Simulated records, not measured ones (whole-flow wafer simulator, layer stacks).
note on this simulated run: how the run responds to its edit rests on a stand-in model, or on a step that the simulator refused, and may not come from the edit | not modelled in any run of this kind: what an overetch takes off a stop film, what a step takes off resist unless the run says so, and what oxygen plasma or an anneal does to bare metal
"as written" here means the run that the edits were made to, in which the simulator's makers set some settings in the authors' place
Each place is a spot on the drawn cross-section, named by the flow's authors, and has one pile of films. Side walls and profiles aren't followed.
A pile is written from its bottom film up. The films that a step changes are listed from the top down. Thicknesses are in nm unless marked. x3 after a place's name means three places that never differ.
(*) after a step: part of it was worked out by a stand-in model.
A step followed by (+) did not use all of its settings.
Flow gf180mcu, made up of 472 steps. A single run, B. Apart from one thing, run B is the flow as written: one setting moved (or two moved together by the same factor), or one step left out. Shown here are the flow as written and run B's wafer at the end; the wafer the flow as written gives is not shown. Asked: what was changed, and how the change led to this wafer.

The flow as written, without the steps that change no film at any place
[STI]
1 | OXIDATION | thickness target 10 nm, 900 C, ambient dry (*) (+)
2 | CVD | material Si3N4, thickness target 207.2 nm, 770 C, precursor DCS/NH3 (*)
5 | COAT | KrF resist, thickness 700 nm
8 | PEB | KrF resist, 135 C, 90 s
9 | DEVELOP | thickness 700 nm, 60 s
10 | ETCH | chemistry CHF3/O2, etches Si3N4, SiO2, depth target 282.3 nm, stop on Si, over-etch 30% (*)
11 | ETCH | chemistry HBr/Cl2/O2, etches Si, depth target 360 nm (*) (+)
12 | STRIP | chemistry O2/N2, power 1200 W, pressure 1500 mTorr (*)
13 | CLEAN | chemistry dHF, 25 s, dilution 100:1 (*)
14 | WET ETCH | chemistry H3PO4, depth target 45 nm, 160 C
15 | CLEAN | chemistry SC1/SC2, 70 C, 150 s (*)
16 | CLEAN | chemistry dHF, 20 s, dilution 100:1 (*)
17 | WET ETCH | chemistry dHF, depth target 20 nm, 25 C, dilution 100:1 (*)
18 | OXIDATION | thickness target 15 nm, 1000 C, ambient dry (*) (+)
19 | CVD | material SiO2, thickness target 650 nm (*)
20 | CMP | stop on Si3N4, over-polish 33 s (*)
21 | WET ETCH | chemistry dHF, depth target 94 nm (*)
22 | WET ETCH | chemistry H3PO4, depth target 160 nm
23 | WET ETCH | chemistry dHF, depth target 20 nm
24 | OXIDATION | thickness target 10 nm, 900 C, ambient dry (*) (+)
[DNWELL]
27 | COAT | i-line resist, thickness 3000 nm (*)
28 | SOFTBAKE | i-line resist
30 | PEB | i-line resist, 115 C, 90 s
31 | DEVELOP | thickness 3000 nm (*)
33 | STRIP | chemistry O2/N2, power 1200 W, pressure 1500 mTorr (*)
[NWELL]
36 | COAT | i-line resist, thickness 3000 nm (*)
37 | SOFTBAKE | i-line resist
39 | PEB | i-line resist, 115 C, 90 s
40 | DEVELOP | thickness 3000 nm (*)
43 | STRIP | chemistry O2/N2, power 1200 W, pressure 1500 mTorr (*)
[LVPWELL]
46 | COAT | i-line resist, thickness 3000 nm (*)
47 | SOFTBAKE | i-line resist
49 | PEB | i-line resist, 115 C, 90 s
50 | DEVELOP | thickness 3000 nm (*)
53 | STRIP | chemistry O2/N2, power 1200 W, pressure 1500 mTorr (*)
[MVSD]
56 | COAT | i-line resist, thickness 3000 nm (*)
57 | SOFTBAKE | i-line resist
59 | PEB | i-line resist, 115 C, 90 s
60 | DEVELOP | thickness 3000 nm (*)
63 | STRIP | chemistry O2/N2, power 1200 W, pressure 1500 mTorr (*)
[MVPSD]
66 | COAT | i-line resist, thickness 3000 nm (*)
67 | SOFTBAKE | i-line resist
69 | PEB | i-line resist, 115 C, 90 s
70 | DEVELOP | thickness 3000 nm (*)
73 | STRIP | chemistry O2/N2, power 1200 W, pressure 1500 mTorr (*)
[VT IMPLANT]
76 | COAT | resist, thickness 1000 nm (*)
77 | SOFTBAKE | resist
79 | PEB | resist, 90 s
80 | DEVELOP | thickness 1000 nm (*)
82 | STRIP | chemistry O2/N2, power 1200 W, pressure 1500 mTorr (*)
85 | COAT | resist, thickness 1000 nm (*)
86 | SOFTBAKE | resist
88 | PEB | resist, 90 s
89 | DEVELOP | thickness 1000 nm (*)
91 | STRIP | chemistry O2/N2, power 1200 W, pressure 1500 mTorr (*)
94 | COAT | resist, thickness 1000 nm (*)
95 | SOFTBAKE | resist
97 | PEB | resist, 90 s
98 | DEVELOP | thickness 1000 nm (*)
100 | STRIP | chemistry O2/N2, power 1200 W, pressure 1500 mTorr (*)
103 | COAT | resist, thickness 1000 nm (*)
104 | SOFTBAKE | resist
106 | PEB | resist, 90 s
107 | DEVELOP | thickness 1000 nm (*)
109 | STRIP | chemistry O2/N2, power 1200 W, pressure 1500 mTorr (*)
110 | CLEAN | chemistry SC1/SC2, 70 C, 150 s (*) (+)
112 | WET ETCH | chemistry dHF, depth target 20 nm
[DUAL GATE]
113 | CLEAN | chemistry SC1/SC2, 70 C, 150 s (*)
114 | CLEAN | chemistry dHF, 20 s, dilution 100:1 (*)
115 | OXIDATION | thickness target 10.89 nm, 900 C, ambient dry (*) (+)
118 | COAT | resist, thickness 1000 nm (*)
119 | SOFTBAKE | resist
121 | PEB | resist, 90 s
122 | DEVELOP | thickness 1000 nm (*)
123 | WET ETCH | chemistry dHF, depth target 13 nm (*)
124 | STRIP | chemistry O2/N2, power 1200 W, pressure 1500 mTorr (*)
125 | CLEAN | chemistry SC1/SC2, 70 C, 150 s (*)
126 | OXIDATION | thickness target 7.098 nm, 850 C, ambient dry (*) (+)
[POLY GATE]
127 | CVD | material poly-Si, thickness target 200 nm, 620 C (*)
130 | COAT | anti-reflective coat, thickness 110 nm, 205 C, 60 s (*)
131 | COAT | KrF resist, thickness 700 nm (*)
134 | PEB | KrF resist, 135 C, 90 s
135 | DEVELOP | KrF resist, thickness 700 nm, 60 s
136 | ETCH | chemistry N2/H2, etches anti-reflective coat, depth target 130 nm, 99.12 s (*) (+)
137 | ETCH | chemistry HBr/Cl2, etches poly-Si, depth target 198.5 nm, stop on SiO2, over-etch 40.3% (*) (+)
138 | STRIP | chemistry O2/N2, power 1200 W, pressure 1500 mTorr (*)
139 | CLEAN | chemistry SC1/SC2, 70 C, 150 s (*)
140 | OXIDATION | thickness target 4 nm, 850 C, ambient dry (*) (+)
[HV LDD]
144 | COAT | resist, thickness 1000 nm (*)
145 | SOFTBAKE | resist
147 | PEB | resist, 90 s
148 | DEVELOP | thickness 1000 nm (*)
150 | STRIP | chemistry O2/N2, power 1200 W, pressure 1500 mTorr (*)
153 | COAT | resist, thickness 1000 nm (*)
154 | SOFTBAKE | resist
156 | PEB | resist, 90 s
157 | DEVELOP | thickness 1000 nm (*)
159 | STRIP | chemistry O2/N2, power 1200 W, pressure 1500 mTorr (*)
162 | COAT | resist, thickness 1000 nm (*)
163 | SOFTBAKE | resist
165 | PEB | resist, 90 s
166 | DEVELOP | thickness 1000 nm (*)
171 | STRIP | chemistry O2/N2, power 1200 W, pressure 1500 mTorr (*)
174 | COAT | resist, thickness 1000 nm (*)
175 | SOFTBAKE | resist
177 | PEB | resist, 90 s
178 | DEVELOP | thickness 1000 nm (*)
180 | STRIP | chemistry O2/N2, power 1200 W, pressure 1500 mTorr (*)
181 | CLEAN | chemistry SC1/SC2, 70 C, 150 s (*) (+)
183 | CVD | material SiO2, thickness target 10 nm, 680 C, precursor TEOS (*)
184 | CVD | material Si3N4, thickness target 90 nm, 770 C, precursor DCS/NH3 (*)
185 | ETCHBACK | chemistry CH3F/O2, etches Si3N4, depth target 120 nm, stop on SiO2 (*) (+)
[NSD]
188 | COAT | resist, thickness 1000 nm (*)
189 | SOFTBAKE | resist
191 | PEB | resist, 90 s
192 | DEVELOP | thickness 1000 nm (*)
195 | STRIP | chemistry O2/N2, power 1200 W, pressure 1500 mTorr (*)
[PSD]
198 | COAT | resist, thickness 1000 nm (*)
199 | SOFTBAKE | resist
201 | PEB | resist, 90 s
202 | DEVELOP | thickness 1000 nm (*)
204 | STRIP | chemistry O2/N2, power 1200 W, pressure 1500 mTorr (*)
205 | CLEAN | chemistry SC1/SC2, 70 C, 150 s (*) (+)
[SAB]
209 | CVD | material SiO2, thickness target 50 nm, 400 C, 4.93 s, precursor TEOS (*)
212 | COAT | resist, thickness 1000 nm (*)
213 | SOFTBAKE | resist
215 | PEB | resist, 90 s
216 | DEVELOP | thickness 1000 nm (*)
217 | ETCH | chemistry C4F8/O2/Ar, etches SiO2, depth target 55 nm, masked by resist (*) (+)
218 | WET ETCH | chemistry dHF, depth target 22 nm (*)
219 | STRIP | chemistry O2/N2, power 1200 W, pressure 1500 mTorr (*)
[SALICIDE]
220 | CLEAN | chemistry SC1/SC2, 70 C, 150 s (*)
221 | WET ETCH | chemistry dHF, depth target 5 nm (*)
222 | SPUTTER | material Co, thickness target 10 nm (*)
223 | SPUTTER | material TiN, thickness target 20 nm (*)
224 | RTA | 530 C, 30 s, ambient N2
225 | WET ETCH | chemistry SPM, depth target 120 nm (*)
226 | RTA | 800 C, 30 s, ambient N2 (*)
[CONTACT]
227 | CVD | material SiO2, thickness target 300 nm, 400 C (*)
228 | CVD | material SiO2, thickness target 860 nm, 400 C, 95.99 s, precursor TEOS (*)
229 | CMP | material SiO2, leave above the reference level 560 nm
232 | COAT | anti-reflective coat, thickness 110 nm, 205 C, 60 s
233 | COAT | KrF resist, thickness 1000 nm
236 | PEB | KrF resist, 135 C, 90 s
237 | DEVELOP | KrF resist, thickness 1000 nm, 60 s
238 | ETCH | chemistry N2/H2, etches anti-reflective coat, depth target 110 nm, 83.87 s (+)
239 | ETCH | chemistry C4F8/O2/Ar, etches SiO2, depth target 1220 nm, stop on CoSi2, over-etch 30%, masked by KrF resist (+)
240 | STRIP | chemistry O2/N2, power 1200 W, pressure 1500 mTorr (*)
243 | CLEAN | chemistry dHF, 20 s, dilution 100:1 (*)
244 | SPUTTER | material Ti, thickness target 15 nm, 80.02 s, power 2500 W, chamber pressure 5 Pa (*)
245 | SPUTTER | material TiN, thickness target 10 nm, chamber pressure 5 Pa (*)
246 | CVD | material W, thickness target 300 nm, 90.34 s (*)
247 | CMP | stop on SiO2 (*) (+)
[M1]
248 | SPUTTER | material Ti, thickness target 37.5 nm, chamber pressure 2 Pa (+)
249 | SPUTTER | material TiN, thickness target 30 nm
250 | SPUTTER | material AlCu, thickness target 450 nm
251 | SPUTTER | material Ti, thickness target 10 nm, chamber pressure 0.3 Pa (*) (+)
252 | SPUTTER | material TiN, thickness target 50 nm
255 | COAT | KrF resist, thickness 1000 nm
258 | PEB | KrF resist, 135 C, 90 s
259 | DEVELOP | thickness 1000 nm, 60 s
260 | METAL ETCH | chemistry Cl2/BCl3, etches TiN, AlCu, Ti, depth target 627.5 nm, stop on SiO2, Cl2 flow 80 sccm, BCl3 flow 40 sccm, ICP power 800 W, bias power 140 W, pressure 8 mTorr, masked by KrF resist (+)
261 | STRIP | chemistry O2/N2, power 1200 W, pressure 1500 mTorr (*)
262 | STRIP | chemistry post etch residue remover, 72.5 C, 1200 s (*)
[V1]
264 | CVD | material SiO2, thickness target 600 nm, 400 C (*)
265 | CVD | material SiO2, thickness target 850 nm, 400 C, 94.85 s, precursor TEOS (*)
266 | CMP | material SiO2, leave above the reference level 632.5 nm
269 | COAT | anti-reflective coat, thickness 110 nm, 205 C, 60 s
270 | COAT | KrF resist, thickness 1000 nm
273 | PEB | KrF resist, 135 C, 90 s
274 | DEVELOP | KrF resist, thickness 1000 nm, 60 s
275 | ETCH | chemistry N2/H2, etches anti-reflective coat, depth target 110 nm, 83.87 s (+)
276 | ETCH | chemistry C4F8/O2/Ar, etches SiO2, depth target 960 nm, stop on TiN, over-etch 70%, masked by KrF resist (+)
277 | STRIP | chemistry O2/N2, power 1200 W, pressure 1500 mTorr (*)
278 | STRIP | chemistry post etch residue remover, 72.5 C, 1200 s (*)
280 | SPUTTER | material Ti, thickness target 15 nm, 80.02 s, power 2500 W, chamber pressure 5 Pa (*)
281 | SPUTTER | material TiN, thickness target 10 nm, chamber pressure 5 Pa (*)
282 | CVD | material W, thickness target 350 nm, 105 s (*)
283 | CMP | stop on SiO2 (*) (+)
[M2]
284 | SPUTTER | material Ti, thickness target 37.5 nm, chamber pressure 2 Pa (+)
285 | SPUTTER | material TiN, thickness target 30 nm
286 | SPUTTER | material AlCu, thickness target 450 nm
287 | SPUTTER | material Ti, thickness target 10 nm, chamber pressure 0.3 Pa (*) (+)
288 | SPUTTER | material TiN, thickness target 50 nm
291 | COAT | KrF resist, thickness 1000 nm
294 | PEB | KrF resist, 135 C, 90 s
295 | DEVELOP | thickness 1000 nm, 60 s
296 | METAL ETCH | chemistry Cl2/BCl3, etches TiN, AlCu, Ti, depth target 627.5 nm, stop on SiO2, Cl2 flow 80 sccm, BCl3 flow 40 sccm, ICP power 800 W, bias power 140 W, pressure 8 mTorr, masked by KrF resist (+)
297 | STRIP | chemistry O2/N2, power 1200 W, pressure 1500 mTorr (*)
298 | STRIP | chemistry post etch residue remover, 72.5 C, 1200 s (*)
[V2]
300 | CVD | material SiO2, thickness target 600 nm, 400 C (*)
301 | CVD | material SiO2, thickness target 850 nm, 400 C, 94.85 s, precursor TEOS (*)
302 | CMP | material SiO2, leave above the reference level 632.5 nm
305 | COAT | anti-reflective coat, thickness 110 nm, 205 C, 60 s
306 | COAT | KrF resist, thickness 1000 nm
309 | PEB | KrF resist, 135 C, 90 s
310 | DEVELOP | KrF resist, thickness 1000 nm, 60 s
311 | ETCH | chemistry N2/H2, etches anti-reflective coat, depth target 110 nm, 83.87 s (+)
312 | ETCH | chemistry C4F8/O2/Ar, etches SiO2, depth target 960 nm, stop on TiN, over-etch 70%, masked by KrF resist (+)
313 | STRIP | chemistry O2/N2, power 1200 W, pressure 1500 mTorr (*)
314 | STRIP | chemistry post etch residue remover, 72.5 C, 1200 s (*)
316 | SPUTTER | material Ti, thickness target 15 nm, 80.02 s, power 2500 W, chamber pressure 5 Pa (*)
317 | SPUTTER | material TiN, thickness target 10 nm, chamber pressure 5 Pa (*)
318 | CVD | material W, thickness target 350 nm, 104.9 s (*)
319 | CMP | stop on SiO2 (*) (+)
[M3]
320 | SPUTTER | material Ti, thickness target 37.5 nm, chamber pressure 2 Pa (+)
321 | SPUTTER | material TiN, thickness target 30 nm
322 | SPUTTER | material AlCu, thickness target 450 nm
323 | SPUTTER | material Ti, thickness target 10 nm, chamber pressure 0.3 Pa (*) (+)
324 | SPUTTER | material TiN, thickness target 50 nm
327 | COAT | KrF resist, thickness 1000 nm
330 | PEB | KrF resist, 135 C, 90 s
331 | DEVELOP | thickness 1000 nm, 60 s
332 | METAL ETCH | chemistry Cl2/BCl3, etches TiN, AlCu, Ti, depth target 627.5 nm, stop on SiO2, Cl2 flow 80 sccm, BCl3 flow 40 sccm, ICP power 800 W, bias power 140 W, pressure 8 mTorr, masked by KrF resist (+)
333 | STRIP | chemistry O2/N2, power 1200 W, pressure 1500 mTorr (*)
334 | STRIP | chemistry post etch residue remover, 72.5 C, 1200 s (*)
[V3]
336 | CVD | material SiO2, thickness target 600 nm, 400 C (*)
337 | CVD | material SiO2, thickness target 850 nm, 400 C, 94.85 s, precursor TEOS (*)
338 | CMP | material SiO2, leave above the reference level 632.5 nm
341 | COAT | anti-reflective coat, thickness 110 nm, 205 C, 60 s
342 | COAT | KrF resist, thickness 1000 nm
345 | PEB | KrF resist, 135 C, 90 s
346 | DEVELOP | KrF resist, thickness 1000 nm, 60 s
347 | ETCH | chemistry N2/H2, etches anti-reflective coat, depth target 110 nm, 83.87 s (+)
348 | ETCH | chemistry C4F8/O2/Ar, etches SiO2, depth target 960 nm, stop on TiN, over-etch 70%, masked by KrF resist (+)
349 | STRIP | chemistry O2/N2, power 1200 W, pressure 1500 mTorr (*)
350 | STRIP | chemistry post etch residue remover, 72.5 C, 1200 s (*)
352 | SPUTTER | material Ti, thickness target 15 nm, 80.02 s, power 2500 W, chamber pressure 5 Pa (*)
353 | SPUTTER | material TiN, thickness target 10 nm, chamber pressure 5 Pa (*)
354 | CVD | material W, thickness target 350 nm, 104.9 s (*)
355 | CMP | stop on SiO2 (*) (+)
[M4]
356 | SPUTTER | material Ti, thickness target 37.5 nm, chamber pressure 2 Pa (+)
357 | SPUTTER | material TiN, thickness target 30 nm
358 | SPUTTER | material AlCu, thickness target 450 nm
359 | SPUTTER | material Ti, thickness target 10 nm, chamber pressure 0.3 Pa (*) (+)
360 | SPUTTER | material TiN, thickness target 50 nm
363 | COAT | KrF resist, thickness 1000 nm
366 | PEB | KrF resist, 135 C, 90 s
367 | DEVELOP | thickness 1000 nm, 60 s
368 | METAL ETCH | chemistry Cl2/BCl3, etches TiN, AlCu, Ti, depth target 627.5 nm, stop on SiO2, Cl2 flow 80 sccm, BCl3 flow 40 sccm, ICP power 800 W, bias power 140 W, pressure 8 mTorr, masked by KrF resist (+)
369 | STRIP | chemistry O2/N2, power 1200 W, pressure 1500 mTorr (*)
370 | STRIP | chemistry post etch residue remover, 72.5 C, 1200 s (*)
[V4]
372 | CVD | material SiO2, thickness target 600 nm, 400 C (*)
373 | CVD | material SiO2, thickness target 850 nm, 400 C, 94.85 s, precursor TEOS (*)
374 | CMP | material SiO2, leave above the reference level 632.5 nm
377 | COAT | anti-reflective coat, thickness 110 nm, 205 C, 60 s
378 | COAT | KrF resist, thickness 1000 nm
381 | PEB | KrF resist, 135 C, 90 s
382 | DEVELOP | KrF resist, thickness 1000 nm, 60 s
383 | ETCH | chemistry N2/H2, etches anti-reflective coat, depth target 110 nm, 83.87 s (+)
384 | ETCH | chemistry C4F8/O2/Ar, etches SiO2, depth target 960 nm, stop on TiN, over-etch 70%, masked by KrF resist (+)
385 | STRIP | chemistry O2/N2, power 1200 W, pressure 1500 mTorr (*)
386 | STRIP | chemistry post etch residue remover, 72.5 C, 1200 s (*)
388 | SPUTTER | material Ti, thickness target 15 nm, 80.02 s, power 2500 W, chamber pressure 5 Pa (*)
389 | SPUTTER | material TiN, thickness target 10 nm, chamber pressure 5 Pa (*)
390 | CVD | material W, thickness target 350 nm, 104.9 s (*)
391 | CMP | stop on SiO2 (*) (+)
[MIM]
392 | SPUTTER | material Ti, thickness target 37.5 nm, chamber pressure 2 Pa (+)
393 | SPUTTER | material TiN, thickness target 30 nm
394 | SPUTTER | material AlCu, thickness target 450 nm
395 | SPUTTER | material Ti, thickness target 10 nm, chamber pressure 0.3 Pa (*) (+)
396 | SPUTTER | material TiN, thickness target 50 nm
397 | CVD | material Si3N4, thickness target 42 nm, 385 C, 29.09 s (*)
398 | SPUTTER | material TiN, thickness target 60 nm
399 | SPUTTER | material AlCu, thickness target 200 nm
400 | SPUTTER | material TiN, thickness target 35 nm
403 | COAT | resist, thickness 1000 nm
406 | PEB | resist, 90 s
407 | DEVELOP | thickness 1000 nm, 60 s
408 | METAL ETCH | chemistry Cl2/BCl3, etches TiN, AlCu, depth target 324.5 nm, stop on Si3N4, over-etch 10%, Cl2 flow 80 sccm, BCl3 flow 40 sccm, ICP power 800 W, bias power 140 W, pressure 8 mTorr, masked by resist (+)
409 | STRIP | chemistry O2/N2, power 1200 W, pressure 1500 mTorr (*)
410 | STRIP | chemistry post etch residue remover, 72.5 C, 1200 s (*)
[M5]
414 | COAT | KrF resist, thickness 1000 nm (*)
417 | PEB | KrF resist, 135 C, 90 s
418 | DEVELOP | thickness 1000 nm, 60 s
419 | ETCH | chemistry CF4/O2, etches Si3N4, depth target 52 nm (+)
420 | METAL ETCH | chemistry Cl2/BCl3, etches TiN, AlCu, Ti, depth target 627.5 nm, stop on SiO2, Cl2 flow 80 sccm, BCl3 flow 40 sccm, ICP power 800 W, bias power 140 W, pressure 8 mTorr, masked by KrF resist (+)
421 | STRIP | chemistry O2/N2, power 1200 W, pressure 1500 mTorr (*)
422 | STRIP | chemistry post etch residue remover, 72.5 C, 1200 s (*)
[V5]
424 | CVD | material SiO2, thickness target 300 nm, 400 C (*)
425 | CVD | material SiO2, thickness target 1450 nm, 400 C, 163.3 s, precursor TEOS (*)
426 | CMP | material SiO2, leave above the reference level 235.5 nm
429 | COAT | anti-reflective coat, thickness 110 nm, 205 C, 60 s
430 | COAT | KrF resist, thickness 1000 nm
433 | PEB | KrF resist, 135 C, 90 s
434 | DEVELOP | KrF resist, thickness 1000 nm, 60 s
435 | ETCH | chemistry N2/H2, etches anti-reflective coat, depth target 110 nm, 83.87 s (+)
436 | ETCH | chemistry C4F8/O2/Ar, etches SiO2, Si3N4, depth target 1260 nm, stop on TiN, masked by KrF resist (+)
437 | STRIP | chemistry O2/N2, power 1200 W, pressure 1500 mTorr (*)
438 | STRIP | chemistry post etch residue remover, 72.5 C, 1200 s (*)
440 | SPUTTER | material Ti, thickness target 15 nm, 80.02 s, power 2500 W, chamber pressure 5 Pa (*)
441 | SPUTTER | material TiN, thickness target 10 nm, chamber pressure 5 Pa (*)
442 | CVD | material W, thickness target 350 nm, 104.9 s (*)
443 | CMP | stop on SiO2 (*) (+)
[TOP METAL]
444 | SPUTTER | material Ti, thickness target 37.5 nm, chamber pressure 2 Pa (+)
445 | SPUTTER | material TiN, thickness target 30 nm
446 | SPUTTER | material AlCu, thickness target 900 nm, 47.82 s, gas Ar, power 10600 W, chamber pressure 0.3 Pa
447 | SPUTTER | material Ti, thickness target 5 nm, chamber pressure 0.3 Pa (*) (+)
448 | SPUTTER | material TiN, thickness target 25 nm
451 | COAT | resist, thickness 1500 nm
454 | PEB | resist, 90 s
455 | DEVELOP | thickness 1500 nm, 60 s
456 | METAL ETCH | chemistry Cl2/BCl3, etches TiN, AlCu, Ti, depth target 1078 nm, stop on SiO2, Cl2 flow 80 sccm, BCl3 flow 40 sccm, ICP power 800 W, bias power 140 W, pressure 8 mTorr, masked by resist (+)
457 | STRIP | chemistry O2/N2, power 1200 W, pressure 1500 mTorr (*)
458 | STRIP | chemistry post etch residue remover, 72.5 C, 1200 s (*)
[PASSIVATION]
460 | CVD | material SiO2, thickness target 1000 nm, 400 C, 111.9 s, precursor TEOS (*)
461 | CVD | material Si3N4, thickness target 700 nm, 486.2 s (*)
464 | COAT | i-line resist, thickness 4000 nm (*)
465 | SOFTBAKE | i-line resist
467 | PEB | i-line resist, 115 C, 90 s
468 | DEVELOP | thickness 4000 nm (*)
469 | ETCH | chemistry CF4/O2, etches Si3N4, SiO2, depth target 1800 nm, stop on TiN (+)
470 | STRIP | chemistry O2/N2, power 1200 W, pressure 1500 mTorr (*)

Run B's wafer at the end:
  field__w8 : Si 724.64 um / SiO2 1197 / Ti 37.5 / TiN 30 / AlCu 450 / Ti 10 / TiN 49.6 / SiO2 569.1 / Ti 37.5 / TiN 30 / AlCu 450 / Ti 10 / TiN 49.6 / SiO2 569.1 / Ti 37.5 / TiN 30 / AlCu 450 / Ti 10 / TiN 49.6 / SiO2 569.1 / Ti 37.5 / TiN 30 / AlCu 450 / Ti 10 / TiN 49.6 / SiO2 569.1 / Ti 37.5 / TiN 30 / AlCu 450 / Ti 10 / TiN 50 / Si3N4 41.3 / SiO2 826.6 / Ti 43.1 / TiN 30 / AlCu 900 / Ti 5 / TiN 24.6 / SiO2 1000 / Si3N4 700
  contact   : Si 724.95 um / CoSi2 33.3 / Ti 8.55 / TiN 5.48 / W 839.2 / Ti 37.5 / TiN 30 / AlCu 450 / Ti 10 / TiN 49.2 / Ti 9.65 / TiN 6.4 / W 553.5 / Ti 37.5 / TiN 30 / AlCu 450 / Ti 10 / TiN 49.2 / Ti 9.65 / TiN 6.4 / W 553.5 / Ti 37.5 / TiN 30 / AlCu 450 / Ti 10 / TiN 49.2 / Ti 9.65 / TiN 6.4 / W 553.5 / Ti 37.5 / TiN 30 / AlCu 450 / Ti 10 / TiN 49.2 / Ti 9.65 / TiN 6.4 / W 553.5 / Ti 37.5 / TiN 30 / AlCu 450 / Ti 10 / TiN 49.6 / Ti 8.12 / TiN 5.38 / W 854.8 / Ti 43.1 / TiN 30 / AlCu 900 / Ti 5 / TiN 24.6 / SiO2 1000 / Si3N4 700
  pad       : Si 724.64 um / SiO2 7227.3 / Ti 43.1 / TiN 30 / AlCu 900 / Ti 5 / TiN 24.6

Cause: step 444, SPUTTER: thickness target 43.12 nm was run, while the flow as written has thickness target 37.5 nm.
One can read it off the wafer: field__w8 has Ti 43.1, and step 444 as written asks for 37.5 nm.

How this came from the change, step by step:
  444 | SPUTTER | material Ti, thickness target 37.5 nm, chamber pressure 2 Pa (+)
      field, field__w1, field__w2 and 109 more: +43.1 Ti (new film) (in the flow as written it would be: +37.5 Ti (new film))
  456 | METAL ETCH | chemistry Cl2/BCl3, etches TiN, AlCu, Ti, depth target 1078 nm, stop on SiO2, Cl2 flow 80 sccm, BCl3 flow 40 sccm, ICP power 800 W, bias power 140 W, pressure 8 mTorr, masked by resist (+)
      field, field__w1, field__w2 and 103 more: -25 TiN (all of it), -5 Ti (all of it), -900 AlCu (all of it), -30 TiN (all of it), -43.1 Ti (all of it) (in the flow as written it would be: -25 TiN (all of it), -5 Ti (all of it), -900 AlCu (all of it), -30 TiN (all of it), -37.5 Ti (all of it))
  465 | SOFTBAKE | i-line resist
      field__w5, field__w9: +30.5 i-line resist (in the flow as written it would be: +37.3 i-line resist)
      field__w11, field__w13: +31.5 i-line resist (in the flow as written it would be: +37.9 i-line resist)
      (also at 56 further places)
